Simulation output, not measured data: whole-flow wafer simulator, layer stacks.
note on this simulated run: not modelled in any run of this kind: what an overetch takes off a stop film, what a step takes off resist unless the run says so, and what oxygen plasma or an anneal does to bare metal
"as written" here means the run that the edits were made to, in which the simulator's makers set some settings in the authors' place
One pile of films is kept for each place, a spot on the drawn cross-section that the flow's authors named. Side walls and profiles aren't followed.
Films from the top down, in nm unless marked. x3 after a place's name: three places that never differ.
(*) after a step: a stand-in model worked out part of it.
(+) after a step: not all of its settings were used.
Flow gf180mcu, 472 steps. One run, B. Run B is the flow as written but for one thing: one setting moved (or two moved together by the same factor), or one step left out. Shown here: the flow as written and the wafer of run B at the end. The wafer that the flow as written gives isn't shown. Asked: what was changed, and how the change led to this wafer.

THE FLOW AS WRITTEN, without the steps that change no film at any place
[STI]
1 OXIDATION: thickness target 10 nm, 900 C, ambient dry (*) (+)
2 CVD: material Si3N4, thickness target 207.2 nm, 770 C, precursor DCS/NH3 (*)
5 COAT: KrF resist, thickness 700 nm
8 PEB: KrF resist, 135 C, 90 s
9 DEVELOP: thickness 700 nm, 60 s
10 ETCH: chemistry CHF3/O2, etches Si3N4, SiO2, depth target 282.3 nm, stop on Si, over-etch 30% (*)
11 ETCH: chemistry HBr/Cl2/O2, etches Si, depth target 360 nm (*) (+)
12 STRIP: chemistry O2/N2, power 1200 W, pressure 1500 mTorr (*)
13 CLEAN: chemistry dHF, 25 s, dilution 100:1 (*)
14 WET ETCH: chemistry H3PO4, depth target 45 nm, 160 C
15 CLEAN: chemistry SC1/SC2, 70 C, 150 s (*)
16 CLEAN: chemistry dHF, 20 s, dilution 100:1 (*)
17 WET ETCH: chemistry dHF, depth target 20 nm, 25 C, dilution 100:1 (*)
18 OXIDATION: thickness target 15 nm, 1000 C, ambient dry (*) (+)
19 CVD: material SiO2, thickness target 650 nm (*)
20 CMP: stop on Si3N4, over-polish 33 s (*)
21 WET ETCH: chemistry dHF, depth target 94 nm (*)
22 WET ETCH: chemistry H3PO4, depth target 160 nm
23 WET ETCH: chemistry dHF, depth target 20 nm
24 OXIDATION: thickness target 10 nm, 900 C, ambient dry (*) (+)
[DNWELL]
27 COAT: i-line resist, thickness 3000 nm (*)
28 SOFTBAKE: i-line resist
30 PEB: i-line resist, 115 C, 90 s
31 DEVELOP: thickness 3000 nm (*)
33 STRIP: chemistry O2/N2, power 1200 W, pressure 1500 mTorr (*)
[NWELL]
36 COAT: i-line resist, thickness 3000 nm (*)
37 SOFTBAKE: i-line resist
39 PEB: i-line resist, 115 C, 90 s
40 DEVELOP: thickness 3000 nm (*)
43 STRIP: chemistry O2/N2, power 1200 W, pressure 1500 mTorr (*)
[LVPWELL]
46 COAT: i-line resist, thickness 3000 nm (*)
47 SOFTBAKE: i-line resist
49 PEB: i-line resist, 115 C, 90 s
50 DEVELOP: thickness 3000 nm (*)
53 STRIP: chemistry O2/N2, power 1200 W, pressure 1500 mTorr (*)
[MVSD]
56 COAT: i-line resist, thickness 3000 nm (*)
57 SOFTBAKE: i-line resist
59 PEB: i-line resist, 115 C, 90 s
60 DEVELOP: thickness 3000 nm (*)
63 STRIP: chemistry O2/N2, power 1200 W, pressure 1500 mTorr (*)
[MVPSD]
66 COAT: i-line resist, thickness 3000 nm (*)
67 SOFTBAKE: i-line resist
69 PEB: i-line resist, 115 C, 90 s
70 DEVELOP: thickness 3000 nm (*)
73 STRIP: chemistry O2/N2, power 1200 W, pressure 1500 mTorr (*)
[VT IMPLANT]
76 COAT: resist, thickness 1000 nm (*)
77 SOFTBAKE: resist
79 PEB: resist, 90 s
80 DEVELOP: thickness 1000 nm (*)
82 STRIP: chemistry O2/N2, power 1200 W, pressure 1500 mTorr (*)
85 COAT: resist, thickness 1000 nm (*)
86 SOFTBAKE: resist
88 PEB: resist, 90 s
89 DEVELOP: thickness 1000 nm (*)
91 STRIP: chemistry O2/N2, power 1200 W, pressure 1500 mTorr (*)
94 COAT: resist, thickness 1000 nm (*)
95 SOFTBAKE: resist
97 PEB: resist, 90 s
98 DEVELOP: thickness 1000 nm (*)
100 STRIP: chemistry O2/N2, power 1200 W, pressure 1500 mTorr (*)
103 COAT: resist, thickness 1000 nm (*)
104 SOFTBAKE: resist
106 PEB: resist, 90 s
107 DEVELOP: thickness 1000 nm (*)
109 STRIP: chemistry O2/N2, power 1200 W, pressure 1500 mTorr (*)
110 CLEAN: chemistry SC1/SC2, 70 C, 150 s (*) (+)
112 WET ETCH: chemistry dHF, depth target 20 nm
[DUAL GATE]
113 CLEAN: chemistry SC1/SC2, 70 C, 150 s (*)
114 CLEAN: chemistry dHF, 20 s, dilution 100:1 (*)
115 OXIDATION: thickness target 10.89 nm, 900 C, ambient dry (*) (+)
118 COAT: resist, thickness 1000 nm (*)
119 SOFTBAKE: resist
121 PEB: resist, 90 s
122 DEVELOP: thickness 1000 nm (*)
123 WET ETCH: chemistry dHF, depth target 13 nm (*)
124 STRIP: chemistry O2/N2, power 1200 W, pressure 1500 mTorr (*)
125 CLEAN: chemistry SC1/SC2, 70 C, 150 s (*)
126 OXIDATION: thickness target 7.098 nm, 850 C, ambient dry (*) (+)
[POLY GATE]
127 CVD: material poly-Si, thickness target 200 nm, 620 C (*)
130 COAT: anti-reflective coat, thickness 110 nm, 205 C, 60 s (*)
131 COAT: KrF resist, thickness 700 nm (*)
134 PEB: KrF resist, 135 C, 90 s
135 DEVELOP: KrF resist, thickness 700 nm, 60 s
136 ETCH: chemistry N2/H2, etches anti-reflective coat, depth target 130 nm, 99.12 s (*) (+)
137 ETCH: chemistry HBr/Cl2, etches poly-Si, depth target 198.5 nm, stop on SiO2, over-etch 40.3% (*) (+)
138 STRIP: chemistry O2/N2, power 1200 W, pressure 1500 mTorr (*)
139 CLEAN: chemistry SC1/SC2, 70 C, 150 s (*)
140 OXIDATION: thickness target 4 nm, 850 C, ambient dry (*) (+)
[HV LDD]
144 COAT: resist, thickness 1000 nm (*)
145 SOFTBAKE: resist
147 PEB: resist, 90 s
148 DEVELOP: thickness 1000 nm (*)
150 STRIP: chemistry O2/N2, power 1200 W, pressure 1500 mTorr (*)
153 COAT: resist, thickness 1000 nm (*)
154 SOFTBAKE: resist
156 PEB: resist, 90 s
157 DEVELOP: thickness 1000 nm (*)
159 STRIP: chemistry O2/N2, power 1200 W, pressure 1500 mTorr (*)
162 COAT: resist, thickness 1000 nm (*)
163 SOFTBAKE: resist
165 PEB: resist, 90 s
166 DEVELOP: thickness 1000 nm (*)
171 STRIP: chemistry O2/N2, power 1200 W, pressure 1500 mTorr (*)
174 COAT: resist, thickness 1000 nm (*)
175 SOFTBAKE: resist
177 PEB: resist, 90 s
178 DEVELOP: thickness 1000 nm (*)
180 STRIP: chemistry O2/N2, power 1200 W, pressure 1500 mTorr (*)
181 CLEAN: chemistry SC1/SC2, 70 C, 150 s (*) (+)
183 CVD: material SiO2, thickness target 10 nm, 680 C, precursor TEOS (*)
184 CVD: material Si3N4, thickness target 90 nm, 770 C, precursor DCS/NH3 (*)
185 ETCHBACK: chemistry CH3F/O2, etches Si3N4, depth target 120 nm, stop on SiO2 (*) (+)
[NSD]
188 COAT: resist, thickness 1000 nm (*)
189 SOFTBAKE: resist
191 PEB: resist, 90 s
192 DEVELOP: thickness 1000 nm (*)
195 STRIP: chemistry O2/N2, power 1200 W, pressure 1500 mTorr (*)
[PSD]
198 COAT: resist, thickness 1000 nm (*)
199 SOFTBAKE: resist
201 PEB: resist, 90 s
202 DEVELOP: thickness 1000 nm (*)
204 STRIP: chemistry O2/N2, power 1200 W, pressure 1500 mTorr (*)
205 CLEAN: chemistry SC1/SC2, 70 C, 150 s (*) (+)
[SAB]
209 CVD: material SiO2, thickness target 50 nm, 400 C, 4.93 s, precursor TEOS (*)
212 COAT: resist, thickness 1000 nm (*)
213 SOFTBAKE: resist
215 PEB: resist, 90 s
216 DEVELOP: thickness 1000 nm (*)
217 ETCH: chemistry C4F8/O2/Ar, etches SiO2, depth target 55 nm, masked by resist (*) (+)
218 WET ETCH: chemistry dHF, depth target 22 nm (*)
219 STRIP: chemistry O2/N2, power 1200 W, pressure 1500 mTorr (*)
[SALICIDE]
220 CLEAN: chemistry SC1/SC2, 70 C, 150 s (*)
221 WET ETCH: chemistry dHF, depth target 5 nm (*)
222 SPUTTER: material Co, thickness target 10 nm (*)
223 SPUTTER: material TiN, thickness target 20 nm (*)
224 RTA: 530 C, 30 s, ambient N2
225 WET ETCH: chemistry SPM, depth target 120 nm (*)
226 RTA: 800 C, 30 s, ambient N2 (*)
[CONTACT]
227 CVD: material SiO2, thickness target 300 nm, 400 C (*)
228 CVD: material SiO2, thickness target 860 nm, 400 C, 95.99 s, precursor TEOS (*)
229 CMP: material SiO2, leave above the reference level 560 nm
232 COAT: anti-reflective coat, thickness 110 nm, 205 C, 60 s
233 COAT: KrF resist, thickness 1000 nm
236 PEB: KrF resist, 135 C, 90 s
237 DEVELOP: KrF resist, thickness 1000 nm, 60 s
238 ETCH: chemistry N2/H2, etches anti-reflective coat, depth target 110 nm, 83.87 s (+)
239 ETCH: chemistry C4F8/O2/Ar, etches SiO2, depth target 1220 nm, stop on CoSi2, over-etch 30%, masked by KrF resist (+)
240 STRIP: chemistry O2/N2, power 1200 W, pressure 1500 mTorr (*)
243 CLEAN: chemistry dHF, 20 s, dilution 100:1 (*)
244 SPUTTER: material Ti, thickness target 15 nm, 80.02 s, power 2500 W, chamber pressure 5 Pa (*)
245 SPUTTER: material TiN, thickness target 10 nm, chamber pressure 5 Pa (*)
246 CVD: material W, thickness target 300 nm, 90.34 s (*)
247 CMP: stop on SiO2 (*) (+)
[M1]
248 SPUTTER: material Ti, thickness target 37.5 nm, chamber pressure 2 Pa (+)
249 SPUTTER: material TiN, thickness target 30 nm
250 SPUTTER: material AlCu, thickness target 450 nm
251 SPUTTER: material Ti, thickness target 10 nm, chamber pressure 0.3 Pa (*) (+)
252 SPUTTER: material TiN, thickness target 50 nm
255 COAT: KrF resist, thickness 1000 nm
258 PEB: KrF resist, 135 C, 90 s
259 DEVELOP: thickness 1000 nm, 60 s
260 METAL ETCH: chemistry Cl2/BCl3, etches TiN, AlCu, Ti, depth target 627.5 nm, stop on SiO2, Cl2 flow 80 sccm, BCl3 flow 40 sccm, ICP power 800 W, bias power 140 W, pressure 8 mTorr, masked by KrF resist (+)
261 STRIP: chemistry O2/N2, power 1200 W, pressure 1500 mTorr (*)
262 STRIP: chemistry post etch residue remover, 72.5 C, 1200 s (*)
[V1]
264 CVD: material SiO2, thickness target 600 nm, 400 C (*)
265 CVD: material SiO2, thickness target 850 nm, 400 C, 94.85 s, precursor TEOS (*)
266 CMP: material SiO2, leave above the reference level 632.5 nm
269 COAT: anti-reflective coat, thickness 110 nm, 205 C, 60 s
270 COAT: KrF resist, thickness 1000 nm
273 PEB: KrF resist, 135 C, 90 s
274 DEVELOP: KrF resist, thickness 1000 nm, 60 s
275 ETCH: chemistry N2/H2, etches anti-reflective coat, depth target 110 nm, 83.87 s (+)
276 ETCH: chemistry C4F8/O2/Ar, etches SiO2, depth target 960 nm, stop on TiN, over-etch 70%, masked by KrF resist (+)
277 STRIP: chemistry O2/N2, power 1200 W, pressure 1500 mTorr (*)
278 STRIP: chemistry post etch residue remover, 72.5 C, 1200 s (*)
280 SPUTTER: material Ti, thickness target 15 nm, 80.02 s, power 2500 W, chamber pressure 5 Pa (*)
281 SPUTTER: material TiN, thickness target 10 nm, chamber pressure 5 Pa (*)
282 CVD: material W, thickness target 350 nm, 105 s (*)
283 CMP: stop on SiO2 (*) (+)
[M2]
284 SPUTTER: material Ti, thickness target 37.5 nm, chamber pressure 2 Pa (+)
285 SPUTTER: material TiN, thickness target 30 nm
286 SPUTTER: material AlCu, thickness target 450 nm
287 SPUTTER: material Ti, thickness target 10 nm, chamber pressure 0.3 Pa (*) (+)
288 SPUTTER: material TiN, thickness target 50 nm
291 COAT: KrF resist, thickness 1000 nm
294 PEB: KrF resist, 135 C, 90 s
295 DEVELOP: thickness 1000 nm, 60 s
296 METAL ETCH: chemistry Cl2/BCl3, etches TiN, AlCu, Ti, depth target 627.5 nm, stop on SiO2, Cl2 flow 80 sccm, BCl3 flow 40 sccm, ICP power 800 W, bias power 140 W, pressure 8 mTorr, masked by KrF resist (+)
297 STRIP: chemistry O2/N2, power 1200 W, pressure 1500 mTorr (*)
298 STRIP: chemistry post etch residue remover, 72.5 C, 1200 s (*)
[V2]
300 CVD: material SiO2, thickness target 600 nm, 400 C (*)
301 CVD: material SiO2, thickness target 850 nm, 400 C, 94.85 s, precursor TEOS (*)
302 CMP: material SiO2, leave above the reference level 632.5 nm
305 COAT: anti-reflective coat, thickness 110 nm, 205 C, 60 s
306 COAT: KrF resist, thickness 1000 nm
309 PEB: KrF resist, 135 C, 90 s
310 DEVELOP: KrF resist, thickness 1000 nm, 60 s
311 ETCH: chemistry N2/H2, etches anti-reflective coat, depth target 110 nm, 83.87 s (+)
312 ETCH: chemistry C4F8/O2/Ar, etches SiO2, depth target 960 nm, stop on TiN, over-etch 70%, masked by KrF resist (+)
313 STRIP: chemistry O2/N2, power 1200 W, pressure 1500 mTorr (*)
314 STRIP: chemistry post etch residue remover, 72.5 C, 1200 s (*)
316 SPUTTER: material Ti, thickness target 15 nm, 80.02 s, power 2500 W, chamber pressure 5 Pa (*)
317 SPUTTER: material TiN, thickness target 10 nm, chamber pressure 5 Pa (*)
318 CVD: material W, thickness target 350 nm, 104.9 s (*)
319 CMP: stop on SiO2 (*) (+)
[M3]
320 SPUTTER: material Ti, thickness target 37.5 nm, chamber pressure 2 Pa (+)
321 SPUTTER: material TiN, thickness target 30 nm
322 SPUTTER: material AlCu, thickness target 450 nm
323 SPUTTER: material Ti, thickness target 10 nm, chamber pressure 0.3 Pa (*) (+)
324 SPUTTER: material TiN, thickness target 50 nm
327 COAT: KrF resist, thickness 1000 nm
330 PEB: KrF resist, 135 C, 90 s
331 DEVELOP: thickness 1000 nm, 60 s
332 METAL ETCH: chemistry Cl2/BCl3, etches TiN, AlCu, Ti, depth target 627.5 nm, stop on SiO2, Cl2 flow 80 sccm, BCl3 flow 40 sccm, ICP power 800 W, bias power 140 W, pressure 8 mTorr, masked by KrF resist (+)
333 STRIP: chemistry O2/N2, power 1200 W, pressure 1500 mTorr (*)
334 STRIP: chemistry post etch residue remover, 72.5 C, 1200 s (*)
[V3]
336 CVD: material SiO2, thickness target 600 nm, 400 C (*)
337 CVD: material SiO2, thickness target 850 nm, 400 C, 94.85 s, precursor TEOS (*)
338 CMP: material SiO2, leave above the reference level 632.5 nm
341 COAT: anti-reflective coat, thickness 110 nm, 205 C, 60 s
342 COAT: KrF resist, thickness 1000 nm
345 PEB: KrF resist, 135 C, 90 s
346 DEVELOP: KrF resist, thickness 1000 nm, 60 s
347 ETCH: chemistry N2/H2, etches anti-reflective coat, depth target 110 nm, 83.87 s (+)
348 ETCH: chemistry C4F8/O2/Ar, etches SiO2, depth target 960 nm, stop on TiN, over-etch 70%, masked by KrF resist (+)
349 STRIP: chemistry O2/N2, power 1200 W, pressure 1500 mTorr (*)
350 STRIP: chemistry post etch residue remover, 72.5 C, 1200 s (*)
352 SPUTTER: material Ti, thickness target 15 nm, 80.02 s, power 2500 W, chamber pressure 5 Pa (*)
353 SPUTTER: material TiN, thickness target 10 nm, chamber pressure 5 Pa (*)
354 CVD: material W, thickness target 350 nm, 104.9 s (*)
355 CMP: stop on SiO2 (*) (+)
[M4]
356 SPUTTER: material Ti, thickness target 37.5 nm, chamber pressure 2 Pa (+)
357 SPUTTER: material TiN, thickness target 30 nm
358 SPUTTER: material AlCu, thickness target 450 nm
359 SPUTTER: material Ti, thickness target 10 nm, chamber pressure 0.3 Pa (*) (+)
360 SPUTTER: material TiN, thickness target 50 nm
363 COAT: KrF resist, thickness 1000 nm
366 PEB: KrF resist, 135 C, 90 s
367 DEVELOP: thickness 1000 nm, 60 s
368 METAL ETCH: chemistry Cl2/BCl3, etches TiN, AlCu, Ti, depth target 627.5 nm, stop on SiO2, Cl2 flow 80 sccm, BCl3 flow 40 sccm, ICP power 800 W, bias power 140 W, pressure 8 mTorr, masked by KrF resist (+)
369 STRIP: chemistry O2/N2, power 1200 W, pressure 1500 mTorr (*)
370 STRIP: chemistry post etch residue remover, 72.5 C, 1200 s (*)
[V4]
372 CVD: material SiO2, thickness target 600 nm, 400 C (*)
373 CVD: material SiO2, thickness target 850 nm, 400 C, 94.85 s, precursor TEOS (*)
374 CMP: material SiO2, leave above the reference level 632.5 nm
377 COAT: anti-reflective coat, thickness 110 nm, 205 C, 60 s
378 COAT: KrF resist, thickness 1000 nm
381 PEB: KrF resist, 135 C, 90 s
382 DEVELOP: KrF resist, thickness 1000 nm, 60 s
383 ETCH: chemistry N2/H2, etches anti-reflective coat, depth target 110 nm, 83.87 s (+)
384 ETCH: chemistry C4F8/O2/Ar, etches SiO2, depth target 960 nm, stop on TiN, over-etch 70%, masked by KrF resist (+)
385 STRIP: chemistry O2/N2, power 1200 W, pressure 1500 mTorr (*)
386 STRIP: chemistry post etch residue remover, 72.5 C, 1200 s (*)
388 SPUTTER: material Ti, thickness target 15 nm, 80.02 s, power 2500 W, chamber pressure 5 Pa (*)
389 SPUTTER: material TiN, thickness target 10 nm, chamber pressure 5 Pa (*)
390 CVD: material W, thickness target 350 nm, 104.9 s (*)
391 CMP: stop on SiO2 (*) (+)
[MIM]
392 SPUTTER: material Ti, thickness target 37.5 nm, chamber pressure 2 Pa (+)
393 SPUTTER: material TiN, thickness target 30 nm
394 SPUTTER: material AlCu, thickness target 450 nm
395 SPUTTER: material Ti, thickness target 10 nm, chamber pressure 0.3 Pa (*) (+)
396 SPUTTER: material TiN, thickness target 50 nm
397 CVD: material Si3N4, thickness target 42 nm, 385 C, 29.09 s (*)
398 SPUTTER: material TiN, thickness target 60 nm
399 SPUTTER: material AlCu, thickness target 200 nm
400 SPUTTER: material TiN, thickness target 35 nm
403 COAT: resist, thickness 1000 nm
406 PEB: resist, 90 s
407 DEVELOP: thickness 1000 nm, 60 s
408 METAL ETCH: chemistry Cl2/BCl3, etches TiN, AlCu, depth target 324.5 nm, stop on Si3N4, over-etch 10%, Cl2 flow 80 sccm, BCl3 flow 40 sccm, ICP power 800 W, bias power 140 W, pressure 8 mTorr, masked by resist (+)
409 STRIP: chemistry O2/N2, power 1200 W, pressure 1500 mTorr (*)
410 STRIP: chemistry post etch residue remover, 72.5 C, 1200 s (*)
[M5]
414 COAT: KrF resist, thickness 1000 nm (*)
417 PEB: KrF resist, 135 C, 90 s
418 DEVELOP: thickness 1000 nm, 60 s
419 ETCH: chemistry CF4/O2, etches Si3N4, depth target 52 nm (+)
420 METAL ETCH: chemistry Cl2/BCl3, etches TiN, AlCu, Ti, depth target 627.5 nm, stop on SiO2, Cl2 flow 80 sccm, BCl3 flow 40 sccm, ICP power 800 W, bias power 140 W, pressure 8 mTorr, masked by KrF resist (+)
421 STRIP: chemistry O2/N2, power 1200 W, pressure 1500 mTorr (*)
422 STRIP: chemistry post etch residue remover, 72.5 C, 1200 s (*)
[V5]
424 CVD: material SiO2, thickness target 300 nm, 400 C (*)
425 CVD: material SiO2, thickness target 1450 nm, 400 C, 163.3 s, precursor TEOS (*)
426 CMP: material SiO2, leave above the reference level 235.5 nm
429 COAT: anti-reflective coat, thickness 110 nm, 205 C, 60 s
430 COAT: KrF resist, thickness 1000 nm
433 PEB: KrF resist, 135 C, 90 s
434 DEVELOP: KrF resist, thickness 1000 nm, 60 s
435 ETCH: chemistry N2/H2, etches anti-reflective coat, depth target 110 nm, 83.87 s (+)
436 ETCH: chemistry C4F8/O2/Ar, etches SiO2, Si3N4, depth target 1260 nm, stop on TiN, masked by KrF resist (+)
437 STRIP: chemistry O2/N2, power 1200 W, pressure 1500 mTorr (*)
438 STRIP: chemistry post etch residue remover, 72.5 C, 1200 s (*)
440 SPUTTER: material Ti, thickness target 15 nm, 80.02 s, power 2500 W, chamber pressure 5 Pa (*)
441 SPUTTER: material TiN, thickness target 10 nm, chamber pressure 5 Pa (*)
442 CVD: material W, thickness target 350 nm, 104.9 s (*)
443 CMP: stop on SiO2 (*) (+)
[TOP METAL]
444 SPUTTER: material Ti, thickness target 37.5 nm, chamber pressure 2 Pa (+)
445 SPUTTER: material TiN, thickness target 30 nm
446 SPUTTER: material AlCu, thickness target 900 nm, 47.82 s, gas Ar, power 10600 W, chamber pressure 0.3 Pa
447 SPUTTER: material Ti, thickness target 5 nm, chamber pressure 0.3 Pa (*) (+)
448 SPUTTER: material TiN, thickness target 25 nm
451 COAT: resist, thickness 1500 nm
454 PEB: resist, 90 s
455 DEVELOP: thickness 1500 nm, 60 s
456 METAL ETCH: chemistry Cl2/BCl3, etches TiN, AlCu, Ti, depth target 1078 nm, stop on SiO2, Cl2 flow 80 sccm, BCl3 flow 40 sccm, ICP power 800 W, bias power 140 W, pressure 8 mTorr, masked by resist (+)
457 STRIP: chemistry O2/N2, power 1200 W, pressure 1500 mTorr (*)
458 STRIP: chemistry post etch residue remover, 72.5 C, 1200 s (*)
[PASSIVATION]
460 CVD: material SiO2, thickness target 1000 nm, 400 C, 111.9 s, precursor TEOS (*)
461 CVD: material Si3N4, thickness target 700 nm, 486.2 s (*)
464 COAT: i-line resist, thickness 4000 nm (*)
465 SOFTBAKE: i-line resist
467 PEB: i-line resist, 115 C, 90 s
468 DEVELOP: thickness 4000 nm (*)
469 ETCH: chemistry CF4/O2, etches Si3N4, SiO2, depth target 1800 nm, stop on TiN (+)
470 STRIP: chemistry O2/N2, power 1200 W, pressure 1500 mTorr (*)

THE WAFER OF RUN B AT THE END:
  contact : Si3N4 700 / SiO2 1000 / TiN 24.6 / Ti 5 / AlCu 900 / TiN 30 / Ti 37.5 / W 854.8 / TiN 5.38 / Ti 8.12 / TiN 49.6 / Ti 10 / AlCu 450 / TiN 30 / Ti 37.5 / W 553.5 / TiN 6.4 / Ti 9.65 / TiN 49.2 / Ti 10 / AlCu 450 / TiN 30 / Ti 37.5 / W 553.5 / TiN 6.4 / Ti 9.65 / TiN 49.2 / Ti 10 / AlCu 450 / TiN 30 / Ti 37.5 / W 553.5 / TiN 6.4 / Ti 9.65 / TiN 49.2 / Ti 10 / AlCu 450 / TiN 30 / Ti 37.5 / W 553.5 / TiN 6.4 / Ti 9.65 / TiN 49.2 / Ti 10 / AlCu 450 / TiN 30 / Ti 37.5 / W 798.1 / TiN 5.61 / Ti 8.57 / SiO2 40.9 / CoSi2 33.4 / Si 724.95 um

The cause: step 239, ETCH: depth target 817 nm was run, where the flow has depth target 1220 nm.

How the change led to this, step by step:
  239 ETCH: chemistry C4F8/O2/Ar, etches SiO2, depth target 1220 nm, stop on CoSi2, over-etch 30%, masked by KrF resist (+)
      contact: SiO2 -817 (as written it would be: SiO2 -859.2 (all of it))
      field, field__w1, field__w2 and 105 more: KrF resist -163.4 (as written it would be: KrF resist -223.4)
  240 STRIP: chemistry O2/N2, power 1200 W, pressure 1500 mTorr (*)
      field, field__w1, field__w2 and 105 more: KrF resist -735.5 (all of it), anti-reflective coat -110 (all of it) (as written it would be: KrF resist -675.6 (all of it), anti-reflective coat -110 (all of it))
  243 CLEAN: chemistry dHF, 20 s, dilution 100:1 (*)
      contact: SiO2 -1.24 (as written it would be: CoSi2 -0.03)
  246 CVD: material W, thickness target 300 nm, 90.34 s (*)
      contact: W +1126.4 (new film) (as written it would be: W +1167.5 (new film))
Counting metal films that touch as one body, contact has 2 bodies (between them, from the top down: SiO2 40.9); the flow as written gives 1 body.
